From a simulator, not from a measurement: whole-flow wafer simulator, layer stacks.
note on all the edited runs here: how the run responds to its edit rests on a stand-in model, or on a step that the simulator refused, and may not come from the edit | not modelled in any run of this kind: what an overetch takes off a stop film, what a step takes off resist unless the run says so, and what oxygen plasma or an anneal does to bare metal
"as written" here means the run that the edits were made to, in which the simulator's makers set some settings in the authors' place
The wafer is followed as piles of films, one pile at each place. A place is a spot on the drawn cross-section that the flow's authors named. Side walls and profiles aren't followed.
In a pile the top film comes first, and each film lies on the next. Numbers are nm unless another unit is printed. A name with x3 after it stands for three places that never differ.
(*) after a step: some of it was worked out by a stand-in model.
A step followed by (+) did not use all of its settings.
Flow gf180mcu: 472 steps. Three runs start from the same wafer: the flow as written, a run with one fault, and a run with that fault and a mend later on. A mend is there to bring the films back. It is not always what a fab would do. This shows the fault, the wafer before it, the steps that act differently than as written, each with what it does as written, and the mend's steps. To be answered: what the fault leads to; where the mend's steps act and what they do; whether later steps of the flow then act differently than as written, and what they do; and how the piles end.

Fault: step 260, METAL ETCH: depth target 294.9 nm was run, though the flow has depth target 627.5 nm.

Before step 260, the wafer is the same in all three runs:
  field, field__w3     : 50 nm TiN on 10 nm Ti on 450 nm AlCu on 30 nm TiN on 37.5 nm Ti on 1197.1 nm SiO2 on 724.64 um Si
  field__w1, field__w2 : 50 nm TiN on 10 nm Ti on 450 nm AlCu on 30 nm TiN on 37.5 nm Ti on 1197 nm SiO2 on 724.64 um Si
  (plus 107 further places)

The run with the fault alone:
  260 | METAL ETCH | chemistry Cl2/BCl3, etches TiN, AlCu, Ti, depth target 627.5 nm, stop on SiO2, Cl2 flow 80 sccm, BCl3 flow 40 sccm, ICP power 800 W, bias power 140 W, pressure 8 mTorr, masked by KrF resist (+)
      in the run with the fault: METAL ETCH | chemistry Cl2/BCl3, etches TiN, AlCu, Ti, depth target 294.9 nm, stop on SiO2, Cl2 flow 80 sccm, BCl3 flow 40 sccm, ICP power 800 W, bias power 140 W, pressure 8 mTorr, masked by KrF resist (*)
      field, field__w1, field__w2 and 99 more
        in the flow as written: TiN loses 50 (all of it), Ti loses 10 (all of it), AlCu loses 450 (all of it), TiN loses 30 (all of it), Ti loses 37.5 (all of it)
        in the run with the fault: TiN loses 50 (all of it), Ti loses 10 (all of it), AlCu loses 234.9
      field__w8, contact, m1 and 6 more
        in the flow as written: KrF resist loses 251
        in the run with the fault: KrF resist loses 118
  Steps later in the flow that act otherwise than as written:
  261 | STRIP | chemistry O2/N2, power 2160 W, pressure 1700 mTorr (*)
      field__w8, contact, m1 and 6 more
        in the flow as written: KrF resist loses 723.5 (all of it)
        in the run with the fault: KrF resist loses 856.6 (all of it)
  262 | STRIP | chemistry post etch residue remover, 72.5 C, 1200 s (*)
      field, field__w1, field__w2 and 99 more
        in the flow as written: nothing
        in the run with the fault: AlCu loses 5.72
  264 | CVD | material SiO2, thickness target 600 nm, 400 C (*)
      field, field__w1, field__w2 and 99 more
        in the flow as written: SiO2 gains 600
        in the run with the fault: SiO2 gains 600 (new film)
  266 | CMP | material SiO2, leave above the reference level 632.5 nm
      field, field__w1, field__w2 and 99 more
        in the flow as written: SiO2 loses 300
        in the run with the fault: SiO2 loses 576.9
  By the end, the piles at field, field__w1, field__w2 and 100 more depart from the flow's by more than 2% or 0.5 nm, whichever is larger.
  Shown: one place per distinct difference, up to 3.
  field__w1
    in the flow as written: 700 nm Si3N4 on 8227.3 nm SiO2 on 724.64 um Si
    in the run with the fault: 700 nm Si3N4 on 6753.4 nm SiO2 on 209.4 nm AlCu on 30 nm TiN on 37.5 nm Ti on 1197 nm SiO2 on 724.64 um Si
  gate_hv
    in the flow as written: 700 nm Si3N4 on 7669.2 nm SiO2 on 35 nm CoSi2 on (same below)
    in the run with the fault: 700 nm Si3N4 on 6753.4 nm SiO2 on 209.4 nm AlCu on 30 nm TiN on 37.5 nm Ti on 638.9 nm SiO2 on 35 nm CoSi2 on (same below)
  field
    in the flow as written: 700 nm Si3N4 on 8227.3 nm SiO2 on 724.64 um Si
    in the run with the fault: 700 nm Si3N4 on 6753.4 nm SiO2 on 209.4 nm AlCu on 30 nm TiN on 37.5 nm Ti on 1197.1 nm SiO2 on 724.64 um Si

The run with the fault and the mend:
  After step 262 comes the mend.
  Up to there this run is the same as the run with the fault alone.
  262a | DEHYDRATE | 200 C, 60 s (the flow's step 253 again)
      alters no film at any place that is followed
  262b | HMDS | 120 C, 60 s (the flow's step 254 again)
      alters no film at any place that is followed
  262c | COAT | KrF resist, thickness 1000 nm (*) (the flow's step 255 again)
      iso_ptap_pw, iso_ntap_nw, iso_nw_fld and 33 more
        KrF resist gains 1000 (new film)
      field__w5, field__w9, field__w10 and 15 more
        KrF resist gains 1002 (new film)
      field__w6, field_sub__w2, field_sub__w4 and 15 more
        KrF resist gains 1001.9 (new film)
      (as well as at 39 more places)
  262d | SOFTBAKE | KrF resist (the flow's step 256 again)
      alters no film at any place that is followed
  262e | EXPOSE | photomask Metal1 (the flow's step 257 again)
      alters no film at any place that is followed
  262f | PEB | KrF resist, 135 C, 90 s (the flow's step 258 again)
      field__w1, field__w2, field__w3 and 57 more
        KrF resist loses 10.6
      iso_ptap_pw, iso_ntap_nw, iso_nw_fld and 33 more
        KrF resist loses 10.5
      sd_p, gate_p, nw_sep_fld
        KrF resist loses 10.7
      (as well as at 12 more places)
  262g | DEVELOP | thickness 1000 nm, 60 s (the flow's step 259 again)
      iso_ptap_pw, iso_ntap_nw, iso_nw_fld and 33 more
        KrF resist loses 989.5 (all of it)
      field_sub__w2, field_sub__w4, ld_sd_n and 12 more
        KrF resist loses 991.3 (all of it)
      field__w5, field__w6, field__w9 and 9 more
        KrF resist loses 991.4 (all of it)
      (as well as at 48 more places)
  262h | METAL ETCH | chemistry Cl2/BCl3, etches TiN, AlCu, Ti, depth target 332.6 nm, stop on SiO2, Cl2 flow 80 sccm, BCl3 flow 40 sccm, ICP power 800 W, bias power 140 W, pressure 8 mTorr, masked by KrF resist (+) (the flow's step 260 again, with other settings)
      field, field__w1, field__w2 and 99 more
        AlCu loses 209.4 (all of it), TiN loses 30 (all of it), Ti loses 37.5 (all of it)
      field__w8, contact, m1 and 6 more
        KrF resist loses 133
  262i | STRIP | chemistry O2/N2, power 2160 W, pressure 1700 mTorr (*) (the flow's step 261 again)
      field__w8
        KrF resist loses 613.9 (all of it)
      contact
        KrF resist loses 612.2 (all of it)
      m1
        KrF resist loses 613.8 (all of it)
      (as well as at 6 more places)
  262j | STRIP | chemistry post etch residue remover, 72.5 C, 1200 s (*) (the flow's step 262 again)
      field__w8, contact, m1 and 6 more
        TiN loses 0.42
  Later steps of the flow that are run all act as written at every place that is followed, up to a difference of at most 2% or 0.5 nm, whichever is larger.
  When the end is reached, the piles differ only a little from the flow's at the places that both follow, at most by 2% or 0.5 nm, whichever is larger.
